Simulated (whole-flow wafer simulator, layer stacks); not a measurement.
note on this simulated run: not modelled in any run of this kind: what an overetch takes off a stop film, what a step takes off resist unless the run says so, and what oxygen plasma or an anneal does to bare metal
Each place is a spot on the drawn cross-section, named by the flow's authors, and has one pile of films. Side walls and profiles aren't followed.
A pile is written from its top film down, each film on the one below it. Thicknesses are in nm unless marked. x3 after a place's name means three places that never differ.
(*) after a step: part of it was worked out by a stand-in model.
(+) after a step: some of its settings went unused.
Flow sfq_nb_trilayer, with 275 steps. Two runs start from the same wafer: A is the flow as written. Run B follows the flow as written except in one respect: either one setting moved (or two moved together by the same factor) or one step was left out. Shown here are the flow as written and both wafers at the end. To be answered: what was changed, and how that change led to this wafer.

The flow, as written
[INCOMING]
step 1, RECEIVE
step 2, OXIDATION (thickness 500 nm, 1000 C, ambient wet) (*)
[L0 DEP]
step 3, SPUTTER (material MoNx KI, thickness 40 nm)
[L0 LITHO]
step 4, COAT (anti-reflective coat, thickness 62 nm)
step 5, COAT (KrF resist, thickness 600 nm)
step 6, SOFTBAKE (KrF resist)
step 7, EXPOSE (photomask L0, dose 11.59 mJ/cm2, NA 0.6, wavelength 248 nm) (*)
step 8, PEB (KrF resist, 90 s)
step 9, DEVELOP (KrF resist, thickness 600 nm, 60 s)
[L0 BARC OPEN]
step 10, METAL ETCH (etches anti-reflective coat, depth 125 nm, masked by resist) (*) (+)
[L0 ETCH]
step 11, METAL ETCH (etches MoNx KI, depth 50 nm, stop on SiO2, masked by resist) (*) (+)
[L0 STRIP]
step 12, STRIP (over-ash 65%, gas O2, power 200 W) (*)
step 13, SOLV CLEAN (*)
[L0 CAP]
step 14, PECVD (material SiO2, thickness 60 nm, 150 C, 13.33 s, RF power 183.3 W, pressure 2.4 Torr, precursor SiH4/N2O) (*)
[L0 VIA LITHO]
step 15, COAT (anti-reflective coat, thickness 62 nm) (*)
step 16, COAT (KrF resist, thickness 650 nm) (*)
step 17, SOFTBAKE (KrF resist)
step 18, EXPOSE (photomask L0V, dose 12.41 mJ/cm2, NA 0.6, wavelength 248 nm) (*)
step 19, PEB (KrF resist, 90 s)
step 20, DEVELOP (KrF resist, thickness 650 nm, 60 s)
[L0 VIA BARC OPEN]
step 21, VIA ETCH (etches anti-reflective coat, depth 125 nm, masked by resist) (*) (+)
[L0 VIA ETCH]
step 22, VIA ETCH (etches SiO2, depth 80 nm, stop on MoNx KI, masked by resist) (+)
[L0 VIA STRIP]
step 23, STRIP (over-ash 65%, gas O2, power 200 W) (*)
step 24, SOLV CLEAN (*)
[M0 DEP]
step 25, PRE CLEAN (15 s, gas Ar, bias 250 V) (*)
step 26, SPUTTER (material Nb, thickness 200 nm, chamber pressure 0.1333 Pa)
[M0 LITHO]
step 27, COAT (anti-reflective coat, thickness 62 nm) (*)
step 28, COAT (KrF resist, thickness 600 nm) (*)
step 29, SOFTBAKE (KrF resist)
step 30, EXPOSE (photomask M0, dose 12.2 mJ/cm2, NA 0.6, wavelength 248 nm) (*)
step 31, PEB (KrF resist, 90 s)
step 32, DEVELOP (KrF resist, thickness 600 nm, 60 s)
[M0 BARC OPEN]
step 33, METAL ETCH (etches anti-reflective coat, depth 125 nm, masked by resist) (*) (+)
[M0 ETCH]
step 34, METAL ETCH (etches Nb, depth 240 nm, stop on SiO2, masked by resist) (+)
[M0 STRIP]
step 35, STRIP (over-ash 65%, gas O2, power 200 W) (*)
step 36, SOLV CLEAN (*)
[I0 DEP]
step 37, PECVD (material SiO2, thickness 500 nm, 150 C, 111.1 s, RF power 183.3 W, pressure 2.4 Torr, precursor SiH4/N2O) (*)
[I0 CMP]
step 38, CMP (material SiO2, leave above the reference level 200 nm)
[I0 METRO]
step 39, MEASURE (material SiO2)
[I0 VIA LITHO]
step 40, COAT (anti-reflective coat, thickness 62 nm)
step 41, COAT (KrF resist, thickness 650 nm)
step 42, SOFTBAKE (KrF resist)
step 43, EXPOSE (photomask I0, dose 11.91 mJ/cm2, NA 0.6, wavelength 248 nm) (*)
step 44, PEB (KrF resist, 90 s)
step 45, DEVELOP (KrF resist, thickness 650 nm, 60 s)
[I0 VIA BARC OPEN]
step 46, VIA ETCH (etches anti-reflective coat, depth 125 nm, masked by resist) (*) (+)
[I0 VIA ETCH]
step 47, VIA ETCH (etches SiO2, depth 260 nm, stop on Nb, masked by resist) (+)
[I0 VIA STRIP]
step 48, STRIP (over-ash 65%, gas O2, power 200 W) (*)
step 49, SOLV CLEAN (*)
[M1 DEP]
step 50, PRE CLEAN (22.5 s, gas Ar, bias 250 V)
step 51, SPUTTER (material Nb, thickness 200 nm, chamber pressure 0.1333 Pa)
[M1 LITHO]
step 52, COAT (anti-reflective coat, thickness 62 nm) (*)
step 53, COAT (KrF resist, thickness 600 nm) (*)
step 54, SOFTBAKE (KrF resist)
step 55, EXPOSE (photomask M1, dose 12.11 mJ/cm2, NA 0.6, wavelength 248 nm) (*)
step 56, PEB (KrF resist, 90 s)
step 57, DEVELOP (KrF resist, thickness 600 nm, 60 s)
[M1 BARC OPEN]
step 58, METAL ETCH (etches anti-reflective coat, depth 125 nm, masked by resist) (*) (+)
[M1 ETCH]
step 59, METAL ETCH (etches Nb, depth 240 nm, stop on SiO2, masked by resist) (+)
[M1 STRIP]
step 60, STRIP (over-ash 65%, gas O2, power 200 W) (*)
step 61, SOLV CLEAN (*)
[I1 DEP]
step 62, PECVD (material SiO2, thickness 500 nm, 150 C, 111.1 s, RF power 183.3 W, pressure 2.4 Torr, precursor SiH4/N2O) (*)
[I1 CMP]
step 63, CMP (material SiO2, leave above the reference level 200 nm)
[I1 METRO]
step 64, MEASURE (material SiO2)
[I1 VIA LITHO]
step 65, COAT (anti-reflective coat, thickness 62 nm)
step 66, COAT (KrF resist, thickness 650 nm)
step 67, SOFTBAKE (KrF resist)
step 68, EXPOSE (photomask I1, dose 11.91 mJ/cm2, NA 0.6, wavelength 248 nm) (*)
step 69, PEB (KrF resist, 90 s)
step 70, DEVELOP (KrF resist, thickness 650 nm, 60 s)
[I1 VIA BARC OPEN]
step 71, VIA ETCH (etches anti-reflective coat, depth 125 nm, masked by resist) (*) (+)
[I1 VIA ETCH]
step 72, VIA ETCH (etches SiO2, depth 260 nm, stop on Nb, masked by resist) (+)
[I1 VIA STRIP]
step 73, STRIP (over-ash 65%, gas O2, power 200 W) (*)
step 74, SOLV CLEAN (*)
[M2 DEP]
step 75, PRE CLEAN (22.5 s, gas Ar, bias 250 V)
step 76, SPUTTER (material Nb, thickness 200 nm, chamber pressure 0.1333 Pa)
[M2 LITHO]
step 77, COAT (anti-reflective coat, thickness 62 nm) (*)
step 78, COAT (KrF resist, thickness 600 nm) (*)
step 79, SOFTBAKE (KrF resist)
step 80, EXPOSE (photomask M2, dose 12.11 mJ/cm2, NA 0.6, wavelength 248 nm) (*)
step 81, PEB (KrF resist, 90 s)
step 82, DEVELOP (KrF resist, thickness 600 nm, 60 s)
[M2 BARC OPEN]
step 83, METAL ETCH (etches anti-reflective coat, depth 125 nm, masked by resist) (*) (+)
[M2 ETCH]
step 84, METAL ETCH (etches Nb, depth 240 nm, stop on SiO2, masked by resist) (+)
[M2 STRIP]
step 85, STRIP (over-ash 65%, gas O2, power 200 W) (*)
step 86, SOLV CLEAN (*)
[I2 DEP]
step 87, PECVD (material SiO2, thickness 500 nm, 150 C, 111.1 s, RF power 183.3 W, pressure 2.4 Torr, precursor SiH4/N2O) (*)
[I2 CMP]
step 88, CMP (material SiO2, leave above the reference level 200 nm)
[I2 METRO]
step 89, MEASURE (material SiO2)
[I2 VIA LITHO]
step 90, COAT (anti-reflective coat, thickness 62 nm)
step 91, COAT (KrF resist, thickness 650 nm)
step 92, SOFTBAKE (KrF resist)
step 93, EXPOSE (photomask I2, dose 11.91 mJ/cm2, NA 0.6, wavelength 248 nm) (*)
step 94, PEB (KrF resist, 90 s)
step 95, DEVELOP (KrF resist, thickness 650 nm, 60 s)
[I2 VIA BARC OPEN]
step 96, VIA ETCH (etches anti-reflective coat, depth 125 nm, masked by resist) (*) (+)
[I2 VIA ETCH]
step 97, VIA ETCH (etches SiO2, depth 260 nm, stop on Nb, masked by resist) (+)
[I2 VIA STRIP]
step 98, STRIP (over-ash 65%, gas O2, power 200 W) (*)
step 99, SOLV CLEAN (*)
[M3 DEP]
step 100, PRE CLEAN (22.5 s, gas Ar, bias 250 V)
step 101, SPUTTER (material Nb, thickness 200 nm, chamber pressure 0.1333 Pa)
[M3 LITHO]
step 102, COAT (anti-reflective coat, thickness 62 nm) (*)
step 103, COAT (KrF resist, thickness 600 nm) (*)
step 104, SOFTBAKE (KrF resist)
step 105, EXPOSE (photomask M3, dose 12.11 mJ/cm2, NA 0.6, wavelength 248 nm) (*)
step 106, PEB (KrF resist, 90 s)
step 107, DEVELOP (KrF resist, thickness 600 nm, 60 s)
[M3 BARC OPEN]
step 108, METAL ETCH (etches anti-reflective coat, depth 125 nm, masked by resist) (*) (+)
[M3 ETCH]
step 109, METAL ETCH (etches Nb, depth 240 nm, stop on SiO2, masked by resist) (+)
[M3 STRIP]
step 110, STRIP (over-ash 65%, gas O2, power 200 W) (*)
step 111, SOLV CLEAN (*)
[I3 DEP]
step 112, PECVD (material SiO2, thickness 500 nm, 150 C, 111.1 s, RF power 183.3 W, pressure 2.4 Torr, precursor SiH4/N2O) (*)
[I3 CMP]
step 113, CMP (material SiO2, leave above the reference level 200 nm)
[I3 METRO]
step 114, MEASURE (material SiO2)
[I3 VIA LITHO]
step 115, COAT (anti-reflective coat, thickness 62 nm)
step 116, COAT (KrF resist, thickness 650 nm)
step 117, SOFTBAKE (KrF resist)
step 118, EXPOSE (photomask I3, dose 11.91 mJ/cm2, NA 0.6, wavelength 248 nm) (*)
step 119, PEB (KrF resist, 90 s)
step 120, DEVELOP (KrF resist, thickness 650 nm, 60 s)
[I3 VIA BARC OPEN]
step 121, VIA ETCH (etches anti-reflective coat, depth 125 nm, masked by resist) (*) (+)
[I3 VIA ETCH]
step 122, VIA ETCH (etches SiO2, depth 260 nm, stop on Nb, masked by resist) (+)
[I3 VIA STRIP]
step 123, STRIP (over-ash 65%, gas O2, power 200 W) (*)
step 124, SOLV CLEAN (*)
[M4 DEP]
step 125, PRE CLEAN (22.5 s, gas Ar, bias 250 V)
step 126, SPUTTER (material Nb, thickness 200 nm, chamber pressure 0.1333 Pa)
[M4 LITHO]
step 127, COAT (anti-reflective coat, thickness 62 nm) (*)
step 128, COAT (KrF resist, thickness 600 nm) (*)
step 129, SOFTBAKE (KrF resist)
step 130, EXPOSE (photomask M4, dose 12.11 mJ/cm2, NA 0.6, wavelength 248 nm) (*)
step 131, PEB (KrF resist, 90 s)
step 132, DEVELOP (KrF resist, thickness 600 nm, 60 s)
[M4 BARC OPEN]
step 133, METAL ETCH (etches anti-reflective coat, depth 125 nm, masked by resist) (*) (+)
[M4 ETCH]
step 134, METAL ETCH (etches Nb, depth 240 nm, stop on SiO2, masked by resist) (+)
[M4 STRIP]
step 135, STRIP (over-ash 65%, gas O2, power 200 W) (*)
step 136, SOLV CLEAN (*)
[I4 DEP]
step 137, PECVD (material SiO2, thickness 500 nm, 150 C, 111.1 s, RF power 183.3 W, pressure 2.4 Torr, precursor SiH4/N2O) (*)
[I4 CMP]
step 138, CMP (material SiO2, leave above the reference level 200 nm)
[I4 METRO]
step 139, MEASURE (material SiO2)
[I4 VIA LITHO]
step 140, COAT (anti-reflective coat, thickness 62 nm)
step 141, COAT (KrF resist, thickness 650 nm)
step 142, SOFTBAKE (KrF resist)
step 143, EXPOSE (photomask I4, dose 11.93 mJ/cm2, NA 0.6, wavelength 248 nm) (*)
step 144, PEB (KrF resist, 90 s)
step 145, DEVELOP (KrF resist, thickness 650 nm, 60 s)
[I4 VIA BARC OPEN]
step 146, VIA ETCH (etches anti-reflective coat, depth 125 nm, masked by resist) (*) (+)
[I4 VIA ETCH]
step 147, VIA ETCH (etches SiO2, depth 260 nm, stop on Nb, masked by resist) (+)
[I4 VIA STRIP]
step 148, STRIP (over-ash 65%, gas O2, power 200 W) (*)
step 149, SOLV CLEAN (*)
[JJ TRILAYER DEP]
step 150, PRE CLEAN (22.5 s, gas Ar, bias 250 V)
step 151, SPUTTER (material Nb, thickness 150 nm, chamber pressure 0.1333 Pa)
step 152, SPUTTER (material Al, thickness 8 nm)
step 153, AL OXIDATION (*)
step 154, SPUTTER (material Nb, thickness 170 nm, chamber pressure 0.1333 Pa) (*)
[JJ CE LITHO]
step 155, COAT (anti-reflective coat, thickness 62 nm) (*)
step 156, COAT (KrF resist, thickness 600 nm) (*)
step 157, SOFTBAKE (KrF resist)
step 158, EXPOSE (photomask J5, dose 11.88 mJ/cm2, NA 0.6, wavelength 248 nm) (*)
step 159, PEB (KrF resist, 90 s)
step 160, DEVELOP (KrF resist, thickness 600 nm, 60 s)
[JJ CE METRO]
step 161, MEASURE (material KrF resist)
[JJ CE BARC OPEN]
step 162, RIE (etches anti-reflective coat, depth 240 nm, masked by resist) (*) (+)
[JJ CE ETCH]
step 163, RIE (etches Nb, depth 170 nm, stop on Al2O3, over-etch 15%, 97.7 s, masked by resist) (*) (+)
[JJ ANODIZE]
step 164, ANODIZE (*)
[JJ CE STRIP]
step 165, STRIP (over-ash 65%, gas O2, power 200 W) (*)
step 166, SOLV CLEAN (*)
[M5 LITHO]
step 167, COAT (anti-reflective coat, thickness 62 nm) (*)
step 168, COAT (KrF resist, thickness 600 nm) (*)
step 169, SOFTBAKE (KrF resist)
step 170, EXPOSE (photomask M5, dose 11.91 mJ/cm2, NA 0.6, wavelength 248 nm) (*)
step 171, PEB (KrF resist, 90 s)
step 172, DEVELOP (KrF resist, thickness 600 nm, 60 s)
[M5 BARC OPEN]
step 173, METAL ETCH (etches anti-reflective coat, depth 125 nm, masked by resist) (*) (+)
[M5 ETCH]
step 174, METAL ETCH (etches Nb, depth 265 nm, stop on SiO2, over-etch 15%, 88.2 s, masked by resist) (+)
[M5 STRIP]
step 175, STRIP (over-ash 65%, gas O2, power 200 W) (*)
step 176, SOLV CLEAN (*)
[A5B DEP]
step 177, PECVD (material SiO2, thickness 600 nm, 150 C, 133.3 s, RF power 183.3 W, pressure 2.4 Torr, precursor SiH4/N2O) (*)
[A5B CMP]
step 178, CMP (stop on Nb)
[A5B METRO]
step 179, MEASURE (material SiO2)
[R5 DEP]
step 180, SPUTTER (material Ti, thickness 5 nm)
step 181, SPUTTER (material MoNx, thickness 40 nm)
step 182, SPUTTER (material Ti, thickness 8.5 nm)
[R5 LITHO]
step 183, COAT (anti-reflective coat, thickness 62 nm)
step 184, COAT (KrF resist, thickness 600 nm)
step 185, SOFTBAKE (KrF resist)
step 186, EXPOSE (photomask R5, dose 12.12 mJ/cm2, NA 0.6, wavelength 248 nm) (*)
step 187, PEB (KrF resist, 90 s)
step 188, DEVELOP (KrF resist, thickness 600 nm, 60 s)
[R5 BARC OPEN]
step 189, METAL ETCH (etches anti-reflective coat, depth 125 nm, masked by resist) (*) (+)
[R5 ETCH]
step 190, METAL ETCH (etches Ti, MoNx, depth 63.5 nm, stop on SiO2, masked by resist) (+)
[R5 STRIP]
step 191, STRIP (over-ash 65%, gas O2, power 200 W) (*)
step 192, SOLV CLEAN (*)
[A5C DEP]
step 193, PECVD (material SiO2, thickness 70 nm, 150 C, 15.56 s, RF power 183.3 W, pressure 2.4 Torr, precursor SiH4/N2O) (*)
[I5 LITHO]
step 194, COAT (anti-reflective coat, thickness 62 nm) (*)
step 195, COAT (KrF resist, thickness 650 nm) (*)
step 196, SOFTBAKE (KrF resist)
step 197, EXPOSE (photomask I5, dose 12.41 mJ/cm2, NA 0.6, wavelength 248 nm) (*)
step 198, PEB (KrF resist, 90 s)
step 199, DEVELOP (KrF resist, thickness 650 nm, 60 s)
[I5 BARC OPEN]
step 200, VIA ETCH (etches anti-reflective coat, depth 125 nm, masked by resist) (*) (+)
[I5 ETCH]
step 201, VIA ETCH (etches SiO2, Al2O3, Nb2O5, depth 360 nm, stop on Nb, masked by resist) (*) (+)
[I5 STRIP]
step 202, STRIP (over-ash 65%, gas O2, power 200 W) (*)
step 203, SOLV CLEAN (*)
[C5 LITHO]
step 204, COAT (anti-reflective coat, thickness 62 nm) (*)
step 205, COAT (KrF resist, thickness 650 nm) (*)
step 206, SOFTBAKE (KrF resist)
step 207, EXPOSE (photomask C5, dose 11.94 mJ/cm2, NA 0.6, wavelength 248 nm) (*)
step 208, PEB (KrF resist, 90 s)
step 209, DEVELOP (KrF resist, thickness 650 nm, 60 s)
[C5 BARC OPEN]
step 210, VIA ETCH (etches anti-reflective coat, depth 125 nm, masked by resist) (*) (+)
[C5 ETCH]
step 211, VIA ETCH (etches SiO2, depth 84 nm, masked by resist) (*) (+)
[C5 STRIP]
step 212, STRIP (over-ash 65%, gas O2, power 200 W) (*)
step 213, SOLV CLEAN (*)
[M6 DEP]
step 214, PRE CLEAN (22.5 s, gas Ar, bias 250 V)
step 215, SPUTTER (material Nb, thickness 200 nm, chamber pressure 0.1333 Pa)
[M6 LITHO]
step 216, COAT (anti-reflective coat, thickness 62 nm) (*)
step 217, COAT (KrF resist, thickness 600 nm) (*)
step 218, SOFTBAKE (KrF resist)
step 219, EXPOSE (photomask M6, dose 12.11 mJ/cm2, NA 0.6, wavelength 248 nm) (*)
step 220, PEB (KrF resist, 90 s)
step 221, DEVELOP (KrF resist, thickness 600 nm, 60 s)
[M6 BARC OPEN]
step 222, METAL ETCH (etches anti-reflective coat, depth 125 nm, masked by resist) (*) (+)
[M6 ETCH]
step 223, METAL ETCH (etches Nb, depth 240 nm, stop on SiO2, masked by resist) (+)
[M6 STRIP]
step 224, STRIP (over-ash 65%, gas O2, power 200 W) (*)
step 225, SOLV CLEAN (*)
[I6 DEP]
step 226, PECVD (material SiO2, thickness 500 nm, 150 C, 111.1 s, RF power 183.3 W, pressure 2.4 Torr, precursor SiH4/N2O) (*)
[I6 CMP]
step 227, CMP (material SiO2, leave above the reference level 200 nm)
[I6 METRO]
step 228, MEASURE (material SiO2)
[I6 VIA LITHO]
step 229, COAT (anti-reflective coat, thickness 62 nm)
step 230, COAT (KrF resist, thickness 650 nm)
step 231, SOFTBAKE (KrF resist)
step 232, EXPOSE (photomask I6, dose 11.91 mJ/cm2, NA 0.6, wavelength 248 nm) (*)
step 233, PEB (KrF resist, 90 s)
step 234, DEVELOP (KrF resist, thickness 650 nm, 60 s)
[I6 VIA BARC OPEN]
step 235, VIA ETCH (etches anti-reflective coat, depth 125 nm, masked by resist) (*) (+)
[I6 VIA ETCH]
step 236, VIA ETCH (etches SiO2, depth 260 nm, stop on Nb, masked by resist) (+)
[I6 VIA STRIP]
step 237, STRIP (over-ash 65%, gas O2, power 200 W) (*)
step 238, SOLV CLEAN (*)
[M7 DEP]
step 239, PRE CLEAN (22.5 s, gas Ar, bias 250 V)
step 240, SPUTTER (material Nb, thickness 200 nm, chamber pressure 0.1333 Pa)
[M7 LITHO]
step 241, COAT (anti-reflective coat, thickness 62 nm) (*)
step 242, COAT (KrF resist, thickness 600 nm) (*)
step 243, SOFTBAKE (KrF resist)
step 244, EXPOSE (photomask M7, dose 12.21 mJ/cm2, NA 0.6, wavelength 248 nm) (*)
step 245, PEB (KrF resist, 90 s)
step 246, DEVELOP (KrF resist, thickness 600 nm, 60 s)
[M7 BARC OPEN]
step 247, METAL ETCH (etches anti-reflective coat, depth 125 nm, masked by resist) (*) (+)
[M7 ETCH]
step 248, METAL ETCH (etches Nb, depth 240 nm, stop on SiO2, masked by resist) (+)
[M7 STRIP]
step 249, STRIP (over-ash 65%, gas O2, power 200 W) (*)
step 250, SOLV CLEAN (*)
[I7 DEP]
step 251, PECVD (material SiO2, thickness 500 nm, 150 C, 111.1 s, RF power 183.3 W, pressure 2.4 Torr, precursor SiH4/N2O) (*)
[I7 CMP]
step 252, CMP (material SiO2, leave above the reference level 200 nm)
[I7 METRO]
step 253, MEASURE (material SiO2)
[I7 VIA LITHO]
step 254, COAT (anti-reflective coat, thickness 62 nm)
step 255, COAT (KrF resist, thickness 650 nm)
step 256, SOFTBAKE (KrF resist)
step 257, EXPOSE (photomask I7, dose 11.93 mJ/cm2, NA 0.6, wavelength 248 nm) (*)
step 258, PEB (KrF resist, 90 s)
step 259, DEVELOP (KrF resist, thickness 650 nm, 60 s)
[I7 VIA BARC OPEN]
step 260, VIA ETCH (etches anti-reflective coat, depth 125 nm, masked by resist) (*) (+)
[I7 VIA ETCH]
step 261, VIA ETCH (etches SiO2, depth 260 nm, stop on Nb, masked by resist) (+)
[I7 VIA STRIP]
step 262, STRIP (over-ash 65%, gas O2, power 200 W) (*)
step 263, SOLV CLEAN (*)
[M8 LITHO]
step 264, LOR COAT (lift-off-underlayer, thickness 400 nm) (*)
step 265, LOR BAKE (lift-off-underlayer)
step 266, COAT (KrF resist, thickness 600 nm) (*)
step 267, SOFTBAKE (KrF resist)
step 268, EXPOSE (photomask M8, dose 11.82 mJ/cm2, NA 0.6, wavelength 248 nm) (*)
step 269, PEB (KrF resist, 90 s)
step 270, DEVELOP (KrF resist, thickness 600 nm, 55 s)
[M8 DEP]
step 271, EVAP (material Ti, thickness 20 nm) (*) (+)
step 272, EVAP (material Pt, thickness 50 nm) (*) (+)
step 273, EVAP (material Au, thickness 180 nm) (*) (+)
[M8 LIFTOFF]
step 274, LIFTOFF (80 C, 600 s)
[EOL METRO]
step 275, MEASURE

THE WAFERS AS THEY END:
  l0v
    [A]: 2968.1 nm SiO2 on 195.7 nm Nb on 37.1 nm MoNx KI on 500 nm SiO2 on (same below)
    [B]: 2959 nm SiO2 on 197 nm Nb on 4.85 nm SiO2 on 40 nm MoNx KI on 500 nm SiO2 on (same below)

What caused this: step 22, VIA ETCH: depth 50 nm was run, whereas the flow has depth 80 nm.

Step by step, how the change led to this:
  step 22, VIA ETCH (etches SiO2, depth 80 nm, stop on MoNx KI, masked by resist) (+)
      l0v: A SiO2 loses 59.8 (all of it) | B SiO2 loses 50
      field_l, v_sur, via_wl and 102 more: A KrF resist loses 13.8 | B KrF resist loses 8.62
  step 25, PRE CLEAN (15 s, gas Ar, bias 250 V) (*)
      l0v: A MoNx KI loses 2.91 | B SiO2 loses 5
  step 27, COAT (anti-reflective coat, thickness 62 nm) (*)
      l0v: A anti-reflective coat gains 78 (new film) | B anti-reflective coat gains 75.6 (new film)
  step 35, STRIP (over-ash 65%, gas O2, power 200 W) (*)
      l0v: A KrF resist loses 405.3 (all of it), anti-reflective coat loses 78 (all of it) | B KrF resist loses 400.4 (all of it), anti-reflective coat loses 75.6 (all of it)
  step 38, CMP (material SiO2, leave above the reference level 200 nm)
      l0v: A SiO2 loses 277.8 | B SiO2 loses 286.8
If metal films that touch count as one body, l0v has 2 bodies (between them, from the top down: SiO2 4.85); the flow as written gives 1 body.
